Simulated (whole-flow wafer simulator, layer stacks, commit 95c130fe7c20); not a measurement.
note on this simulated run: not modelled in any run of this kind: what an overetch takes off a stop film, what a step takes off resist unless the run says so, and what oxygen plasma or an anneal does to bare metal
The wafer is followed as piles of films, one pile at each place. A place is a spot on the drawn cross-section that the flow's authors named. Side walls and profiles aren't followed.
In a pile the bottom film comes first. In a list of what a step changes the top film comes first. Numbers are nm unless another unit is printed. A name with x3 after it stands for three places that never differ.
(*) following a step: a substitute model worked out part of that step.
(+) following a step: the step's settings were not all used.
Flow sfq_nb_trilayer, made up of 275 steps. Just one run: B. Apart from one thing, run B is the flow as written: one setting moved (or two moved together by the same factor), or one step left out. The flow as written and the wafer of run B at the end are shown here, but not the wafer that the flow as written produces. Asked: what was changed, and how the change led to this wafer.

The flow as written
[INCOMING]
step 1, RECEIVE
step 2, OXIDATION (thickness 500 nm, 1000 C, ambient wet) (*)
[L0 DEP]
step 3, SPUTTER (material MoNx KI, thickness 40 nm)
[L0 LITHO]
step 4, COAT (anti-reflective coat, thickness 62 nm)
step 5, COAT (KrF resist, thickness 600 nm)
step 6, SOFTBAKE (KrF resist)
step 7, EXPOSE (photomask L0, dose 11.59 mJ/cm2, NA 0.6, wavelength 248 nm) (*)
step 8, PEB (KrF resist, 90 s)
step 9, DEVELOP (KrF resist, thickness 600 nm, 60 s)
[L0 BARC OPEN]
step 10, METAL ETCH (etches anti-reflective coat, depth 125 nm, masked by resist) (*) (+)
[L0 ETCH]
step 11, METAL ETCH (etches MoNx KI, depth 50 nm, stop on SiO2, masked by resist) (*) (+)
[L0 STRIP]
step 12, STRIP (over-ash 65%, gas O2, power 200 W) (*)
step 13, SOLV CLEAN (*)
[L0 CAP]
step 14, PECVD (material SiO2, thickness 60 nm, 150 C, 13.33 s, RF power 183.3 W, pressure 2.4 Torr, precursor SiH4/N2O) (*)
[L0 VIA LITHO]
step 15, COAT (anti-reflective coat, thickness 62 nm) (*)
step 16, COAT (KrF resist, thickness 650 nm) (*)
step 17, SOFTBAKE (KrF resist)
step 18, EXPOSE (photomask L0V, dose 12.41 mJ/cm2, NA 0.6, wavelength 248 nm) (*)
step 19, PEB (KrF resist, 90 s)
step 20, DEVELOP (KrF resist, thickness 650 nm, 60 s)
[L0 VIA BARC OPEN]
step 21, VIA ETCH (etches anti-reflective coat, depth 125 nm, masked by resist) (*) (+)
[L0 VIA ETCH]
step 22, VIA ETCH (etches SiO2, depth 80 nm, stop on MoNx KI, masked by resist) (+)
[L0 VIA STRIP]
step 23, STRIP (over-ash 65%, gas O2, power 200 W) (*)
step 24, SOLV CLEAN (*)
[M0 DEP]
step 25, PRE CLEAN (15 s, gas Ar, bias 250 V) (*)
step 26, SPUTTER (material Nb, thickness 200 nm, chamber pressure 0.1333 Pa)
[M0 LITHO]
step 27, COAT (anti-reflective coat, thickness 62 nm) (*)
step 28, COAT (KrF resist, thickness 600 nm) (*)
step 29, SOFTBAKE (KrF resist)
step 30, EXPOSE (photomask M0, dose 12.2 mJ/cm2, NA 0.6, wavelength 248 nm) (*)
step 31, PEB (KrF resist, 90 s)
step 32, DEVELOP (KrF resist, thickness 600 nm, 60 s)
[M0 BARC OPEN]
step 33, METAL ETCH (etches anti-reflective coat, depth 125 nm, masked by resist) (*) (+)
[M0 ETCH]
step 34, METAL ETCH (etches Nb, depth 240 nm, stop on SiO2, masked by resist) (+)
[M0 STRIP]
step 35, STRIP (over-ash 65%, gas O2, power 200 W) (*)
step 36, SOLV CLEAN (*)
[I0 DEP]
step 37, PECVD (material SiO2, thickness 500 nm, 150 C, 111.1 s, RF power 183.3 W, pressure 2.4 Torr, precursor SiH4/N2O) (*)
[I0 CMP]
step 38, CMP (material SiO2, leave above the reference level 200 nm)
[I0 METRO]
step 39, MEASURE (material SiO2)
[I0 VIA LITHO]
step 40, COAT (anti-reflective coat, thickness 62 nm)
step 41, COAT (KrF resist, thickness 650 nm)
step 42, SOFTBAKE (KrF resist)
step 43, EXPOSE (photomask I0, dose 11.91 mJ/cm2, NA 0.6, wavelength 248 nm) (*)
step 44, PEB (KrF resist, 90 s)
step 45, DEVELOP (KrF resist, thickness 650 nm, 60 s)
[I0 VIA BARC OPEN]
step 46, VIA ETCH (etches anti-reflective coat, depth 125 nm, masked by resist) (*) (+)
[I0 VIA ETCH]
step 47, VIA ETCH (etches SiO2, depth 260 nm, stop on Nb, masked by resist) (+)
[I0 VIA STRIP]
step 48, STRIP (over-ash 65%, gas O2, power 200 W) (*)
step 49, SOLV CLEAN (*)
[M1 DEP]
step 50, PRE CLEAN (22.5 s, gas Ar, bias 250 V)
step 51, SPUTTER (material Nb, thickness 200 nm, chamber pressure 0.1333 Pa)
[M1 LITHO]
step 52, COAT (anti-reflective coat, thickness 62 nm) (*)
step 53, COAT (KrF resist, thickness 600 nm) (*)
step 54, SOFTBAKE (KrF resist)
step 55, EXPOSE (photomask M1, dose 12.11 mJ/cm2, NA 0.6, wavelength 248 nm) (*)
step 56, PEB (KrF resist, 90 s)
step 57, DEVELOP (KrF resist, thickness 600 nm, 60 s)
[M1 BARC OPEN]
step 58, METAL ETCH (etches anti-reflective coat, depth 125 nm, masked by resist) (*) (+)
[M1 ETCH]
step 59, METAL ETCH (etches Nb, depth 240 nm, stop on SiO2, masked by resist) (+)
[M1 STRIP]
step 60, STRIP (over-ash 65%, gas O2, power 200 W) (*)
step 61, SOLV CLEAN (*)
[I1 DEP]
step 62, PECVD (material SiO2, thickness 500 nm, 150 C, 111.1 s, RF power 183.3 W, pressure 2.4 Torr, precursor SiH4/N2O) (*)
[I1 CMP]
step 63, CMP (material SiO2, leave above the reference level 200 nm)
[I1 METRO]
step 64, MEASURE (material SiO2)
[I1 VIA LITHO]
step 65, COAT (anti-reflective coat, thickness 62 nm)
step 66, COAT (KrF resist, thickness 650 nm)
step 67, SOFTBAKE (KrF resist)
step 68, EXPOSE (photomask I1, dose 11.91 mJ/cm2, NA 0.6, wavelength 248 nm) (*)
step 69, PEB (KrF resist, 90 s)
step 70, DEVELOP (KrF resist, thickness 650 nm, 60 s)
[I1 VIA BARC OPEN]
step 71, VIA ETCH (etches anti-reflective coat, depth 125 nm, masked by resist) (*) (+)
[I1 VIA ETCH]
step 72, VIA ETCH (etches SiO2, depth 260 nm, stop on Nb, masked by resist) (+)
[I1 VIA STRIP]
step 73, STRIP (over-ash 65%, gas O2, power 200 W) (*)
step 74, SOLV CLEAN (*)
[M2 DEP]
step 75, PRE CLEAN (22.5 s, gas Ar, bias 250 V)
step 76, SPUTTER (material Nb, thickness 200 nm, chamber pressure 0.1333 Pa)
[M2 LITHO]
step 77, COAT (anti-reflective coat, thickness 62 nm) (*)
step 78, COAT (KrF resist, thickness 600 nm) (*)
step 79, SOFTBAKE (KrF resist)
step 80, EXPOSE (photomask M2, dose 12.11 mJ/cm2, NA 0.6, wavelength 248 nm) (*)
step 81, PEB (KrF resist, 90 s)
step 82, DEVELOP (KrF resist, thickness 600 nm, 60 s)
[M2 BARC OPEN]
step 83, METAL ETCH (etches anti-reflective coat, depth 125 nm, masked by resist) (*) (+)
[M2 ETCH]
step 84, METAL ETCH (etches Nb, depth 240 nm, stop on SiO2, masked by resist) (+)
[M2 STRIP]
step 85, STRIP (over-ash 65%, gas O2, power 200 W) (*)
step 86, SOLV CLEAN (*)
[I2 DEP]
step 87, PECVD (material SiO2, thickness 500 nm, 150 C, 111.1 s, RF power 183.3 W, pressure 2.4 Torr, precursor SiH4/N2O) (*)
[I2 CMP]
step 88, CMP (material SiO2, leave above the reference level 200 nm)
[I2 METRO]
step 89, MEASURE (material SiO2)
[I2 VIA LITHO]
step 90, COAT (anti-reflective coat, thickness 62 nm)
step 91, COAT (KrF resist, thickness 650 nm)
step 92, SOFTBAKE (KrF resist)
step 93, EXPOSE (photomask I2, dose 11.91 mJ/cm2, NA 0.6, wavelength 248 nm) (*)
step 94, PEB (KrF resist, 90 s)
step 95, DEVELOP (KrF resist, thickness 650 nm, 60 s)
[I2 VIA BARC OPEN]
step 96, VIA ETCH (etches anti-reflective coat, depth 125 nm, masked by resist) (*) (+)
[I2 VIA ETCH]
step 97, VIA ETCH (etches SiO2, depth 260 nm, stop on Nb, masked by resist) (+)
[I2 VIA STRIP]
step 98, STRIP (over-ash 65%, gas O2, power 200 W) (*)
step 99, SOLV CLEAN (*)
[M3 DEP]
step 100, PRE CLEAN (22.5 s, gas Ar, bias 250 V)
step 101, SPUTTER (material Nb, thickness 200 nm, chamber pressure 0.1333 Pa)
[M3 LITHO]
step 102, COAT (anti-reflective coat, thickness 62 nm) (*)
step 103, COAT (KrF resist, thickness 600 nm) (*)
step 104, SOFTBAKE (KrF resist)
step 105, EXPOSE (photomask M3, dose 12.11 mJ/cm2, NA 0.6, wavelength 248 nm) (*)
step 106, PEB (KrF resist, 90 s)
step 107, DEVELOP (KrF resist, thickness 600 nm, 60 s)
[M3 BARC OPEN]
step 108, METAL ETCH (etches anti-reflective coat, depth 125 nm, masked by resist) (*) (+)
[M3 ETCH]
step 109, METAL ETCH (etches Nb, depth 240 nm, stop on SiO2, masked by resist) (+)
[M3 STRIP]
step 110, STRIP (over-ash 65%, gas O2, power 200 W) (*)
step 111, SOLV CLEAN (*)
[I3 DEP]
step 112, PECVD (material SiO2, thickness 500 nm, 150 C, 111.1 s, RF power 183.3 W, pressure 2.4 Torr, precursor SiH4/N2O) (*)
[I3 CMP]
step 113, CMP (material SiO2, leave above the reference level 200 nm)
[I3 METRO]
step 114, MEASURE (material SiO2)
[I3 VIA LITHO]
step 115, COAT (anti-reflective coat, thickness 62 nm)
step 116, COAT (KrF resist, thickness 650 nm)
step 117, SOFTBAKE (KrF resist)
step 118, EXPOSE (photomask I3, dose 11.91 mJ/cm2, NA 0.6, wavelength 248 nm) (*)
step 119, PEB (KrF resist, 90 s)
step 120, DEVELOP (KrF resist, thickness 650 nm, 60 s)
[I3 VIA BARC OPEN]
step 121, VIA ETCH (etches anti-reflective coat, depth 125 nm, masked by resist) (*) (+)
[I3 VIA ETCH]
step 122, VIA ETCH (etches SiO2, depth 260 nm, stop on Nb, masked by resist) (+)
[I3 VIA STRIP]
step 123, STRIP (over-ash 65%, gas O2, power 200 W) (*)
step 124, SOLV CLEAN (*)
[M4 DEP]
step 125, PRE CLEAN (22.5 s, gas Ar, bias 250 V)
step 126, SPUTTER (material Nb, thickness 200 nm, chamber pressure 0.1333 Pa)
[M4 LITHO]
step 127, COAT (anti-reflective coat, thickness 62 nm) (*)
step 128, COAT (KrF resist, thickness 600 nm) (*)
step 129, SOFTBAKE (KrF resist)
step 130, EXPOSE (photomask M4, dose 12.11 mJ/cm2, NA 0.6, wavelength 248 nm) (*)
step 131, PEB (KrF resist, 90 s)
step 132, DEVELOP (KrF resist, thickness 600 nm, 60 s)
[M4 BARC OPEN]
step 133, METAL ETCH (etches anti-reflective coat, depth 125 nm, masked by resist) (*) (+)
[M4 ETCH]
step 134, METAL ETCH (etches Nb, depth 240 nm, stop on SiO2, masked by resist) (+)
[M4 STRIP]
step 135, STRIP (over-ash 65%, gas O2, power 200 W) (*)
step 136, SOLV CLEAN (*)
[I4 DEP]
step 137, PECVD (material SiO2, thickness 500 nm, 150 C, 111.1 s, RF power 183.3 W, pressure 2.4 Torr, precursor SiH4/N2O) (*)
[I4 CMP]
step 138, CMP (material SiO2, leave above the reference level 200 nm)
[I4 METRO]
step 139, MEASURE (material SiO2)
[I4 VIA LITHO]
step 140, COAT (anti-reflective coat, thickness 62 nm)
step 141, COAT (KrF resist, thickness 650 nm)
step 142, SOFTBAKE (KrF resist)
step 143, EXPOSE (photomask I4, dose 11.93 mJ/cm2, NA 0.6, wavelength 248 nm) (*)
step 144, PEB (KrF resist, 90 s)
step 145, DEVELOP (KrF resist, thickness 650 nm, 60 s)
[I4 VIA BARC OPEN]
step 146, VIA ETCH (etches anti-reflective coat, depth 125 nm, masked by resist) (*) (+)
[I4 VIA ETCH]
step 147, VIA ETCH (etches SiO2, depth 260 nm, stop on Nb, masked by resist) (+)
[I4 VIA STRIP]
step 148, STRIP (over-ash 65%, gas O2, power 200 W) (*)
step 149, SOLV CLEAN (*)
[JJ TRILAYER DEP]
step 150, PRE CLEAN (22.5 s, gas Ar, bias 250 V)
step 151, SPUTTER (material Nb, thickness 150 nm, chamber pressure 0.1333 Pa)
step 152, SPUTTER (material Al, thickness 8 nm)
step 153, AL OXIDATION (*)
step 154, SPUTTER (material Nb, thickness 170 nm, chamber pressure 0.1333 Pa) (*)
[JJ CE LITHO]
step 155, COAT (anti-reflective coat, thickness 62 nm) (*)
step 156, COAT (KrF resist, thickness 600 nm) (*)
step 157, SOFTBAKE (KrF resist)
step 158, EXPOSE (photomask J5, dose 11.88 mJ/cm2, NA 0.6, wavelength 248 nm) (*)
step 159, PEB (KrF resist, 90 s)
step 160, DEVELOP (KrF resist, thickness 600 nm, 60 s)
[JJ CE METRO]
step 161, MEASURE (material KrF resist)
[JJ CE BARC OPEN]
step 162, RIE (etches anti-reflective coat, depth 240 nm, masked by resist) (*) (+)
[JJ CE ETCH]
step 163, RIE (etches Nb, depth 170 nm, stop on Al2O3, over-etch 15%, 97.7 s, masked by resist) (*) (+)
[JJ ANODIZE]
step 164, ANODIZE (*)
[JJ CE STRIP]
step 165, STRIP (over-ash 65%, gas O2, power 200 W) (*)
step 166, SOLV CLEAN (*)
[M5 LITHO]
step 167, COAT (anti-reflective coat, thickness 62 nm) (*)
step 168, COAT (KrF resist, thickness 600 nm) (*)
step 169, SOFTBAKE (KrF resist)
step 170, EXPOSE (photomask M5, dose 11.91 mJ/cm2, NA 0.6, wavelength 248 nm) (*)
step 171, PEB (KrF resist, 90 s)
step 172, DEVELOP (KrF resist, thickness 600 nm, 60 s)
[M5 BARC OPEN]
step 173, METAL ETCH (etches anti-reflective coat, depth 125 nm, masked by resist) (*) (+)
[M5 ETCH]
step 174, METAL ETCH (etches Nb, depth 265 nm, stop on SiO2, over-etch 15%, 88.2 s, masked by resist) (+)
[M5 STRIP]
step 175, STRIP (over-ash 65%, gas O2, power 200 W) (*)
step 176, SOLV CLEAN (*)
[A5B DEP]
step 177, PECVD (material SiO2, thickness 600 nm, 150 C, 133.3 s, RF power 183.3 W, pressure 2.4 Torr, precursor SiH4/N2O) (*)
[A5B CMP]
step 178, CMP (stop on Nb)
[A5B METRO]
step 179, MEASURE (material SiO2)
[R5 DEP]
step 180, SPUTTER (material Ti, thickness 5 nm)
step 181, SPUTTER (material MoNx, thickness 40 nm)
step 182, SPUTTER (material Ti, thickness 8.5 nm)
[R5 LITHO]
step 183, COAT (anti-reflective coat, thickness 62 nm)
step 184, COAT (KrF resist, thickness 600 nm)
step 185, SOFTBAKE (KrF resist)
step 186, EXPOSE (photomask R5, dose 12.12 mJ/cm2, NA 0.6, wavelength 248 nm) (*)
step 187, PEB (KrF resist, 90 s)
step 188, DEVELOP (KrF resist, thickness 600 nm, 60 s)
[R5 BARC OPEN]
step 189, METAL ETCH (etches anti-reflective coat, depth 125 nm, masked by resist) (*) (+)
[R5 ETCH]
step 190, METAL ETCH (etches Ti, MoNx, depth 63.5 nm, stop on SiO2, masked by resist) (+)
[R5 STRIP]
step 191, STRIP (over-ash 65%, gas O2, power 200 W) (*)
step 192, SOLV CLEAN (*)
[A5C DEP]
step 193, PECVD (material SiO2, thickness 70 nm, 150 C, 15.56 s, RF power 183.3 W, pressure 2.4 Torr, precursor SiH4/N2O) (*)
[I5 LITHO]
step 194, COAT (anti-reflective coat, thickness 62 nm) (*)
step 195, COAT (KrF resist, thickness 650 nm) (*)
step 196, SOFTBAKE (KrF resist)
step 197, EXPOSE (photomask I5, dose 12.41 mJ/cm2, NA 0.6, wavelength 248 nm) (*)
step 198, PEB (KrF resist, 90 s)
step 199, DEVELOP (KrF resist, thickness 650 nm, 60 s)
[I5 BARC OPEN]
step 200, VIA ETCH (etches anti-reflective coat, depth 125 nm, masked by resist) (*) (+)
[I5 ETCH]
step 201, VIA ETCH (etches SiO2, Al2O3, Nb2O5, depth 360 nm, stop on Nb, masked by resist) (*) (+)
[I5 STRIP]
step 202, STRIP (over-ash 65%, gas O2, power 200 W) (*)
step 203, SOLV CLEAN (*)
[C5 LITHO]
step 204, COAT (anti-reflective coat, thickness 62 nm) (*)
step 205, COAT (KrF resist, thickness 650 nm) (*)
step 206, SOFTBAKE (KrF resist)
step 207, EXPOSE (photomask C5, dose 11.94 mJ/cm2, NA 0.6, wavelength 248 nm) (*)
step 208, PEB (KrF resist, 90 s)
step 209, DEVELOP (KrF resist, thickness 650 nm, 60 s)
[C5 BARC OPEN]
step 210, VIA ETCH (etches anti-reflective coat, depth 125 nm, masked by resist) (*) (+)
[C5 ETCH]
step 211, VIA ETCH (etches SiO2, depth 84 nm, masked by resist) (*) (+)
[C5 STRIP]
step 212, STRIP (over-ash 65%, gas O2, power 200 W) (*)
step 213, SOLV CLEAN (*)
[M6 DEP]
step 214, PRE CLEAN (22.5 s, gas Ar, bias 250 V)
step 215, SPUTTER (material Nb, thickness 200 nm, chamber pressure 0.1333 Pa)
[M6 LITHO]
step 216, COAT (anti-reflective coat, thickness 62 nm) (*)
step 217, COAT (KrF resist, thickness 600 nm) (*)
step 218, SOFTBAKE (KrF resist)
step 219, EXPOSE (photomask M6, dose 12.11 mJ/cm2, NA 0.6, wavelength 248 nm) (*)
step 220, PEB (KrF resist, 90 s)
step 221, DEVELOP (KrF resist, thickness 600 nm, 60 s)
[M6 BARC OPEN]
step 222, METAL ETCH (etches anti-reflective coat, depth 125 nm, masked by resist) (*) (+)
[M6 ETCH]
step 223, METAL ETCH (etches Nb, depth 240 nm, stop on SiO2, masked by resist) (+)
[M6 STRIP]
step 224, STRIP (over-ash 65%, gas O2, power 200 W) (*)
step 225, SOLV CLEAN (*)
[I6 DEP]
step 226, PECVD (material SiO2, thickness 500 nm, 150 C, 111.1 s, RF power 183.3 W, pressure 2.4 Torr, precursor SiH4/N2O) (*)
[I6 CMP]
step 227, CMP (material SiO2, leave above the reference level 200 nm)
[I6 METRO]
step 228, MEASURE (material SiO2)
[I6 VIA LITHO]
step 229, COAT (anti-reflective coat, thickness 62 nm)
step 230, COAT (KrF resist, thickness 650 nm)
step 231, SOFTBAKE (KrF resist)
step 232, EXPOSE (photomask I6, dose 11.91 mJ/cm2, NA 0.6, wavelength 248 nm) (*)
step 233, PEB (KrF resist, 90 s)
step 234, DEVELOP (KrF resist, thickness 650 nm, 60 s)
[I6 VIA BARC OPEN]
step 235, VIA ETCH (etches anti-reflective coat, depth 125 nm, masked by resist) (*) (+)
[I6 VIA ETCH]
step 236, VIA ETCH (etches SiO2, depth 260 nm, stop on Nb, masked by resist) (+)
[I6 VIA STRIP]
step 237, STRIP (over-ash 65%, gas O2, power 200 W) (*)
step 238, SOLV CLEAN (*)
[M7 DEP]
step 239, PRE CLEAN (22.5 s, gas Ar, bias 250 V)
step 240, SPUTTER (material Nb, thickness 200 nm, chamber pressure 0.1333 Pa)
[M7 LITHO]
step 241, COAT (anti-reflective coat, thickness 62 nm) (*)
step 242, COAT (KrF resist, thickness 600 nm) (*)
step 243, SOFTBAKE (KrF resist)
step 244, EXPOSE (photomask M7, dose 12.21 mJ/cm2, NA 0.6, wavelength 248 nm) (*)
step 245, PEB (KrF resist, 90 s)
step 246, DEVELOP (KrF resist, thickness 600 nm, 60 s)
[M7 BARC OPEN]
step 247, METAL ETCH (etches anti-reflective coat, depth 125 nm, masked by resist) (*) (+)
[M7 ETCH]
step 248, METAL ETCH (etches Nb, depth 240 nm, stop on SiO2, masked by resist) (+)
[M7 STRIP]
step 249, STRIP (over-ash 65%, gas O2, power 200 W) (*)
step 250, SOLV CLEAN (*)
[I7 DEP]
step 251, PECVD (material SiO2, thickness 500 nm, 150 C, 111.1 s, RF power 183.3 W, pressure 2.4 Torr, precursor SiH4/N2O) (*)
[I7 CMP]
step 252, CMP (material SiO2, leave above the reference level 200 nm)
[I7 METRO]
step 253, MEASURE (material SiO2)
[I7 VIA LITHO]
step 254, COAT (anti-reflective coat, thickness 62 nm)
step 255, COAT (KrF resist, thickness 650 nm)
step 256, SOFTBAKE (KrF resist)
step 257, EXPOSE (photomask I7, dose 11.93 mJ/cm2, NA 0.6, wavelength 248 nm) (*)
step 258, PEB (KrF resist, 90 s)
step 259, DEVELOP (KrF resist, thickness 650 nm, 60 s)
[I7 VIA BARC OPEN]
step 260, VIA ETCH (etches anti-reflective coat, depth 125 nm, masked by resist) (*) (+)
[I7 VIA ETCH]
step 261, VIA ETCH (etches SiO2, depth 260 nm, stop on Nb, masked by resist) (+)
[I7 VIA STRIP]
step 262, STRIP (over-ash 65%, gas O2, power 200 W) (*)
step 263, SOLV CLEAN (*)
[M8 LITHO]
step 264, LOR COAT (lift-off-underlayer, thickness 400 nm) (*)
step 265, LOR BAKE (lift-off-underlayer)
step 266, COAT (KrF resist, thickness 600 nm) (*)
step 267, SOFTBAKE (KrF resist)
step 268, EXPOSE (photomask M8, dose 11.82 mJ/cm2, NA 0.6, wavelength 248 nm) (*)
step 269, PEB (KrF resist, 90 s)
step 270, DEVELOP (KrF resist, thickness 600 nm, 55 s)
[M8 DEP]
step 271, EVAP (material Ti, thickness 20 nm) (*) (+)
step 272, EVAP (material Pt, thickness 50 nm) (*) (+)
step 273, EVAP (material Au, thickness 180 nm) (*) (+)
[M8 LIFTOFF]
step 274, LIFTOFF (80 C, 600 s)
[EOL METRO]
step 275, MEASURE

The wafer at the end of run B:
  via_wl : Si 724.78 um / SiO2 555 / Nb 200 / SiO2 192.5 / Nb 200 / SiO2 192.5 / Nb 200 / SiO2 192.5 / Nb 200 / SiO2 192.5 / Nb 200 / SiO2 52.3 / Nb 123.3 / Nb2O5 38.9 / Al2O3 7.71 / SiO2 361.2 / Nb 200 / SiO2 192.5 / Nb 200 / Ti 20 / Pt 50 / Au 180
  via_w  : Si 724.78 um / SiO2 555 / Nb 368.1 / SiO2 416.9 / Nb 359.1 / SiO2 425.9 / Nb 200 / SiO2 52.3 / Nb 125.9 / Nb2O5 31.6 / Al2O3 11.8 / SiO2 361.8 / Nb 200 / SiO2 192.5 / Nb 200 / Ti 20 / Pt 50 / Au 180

Cause: step 147, VIA ETCH: depth 140 nm was run, whereas the flow has depth 260 nm.

The path from the change to this, step by step:
  step 147, VIA ETCH (etches SiO2, depth 260 nm, stop on Nb, masked by resist) (+)
      via_wl, via_w, via_wr: -140 SiO2 (in the flow as written it would be: -199.8 SiO2 (all of it))
      field_l, v_sur, via_sp and 100 more: -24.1 KrF resist (in the flow as written it would be: -44.8 KrF resist)
  step 148, STRIP (over-ash 65%, gas O2, power 200 W) (*)
      field_l, v_sur, via_sp and 100 more: -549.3 KrF resist (all of it), -62 anti-reflective coat (all of it) (in the flow as written it would be: -528.6 KrF resist (all of it), -62 anti-reflective coat (all of it))
  step 150, PRE CLEAN (22.5 s, gas Ar, bias 250 V)
      via_wl, via_w, via_wr: -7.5 SiO2 (in the flow as written it would be: -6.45 Nb)
  step 151, SPUTTER (material Nb, thickness 150 nm, chamber pressure 0.1333 Pa)
      via_wl, via_w, via_wr: +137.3 Nb (new film) (in the flow as written it would be: +130.4 Nb)
  step 154, SPUTTER (material Nb, thickness 170 nm, chamber pressure 0.1333 Pa) (*)
      via_wl, via_wr: +120.1 Nb (new film) (in the flow as written it would be: +140.7 Nb (new film))
      via_w: +164.2 Nb (new film) (in the flow as written it would be: +141 Nb (new film))
  step 155, COAT (anti-reflective coat, thickness 62 nm) (*)
      via_wl, via_wr: +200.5 anti-reflective coat (new film) (in the flow as written it would be: +209.4 anti-reflective coat (new film))
      v_sur: +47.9 anti-reflective coat (new film) (in the flow as written it would be: +45.1 anti-reflective coat (new film))
      (and at 2 other places as well)
  step 156, COAT (KrF resist, thickness 600 nm) (*)
      via_wl: +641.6 KrF resist (new film) (in the flow as written it would be: +663 KrF resist (new film))
      via_w: +696.8 KrF resist (new film) (in the flow as written it would be: +763.8 KrF resist (new film))
      (and at 1 other place as well)
  step 160, DEVELOP (KrF resist, thickness 600 nm, 60 s)
      via_wl: -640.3 KrF resist (all of it) (in the flow as written it would be: -661.6 KrF resist (all of it))
      via_w: -695.3 KrF resist (all of it) (in the flow as written it would be: -762.1 KrF resist (all of it))
      (and at 1 other place as well)
  step 162, RIE (etches anti-reflective coat, depth 240 nm, masked by resist) (*) (+)
      ce_l, c5j, ce_r, wl_jj: -200.5 KrF resist (in the flow as written it would be: -209.4 KrF resist)
      via_wl, via_wr: -200.5 anti-reflective coat (all of it) (in the flow as written it would be: -209.4 anti-reflective coat (all of it))
      (and at 3 other places as well)
  step 163, RIE (etches Nb, depth 170 nm, stop on Al2O3, over-etch 15%, 97.7 s, masked by resist) (*) (+)
      via_w: -164.2 Nb (all of it), -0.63 Al2O3 (in the flow as written it would be: -141 Nb (all of it), -0.96 Al2O3 (all of it))
      via_wl, via_wr: -120.1 Nb (all of it), -0.96 Al2O3 (all of it) (in the flow as written it would be: -140.7 Nb (all of it), -0.96 Al2O3 (all of it))
  step 164, ANODIZE (*)
      via_w: +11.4 Al2O3, +31.6 Nb2O5 (new film), -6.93 Al (all of it), -11.4 Nb (in the flow as written it would be: +10.8 Al2O3 (new film), +33.3 Nb2O5 (new film), -6.54 Al (all of it), -12 Nb)
  step 165, STRIP (over-ash 65%, gas O2, power 200 W) (*)
      ce_l: -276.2 KrF resist (all of it), -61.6 anti-reflective coat (all of it) (in the flow as written it would be: -266.8 KrF resist (all of it), -61.4 anti-reflective coat (all of it))
      c5j: -276.2 KrF resist (all of it), -61.7 anti-reflective coat (all of it) (in the flow as written it would be: -266.9 KrF resist (all of it), -61.5 anti-reflective coat (all of it))
      (and at 2 other places as well)
  step 167, COAT (anti-reflective coat, thickness 62 nm) (*)
      via_wl: +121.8 anti-reflective coat (new film) (in the flow as written it would be: +170.5 anti-reflective coat (new film))
      via_w: +74.9 anti-reflective coat (new film) (in the flow as written it would be: +84.1 anti-reflective coat (new film))
      (and at 1 other place as well)
  step 168, COAT (KrF resist, thickness 600 nm) (*)
      via_w: +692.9 KrF resist (new film) (in the flow as written it would be: +732.6 KrF resist (new film))
  step 175, STRIP (over-ash 65%, gas O2, power 200 W) (*)
      v_sur: -359.2 KrF resist (all of it), -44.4 anti-reflective coat (all of it) (in the flow as written it would be: -349.2 KrF resist (all of it), -44.9 anti-reflective coat (all of it))
      via_wl: -423.6 KrF resist (all of it), -121.8 anti-reflective coat (all of it) (in the flow as written it would be: -427 KrF resist (all of it), -170.5 anti-reflective coat (all of it))
      (and at 2 other places as well)
  step 178, CMP (stop on Nb)
      via_wl, via_wr: -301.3 SiO2 (in the flow as written it would be: -235.7 SiO2)
      via_w: -300.7 SiO2 (in the flow as written it would be: -235.2 SiO2)
If metal films that touch count as one body, via_wl has 8 bodies (between them, from the top down: SiO2 192.5; SiO2 361.2 / Al2O3 7.71 / Nb2O5 38.9; SiO2 52.3; SiO2 192.5; SiO2 192.5; SiO2 192.5; SiO2 192.5); the flow as written gives 7 bodies (between them, from the top down: SiO2 192.5; SiO2 426.8 / Al2O3 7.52 / Nb2O5 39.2; SiO2 192.5; SiO2 192.5; SiO2 192.5; SiO2 192.5).
If metal films that touch count as one body, via_w has 6 bodies (between them, from the top down: SiO2 192.5; SiO2 361.8 / Al2O3 11.8 / Nb2O5 31.6; SiO2 52.3; SiO2 425.9; SiO2 416.9); the flow as written gives 5 bodies (between them, from the top down: SiO2 192.5; SiO2 427.3 / Al2O3 10.8 / Nb2O5 33.3; SiO2 425.9; SiO2 416.9).
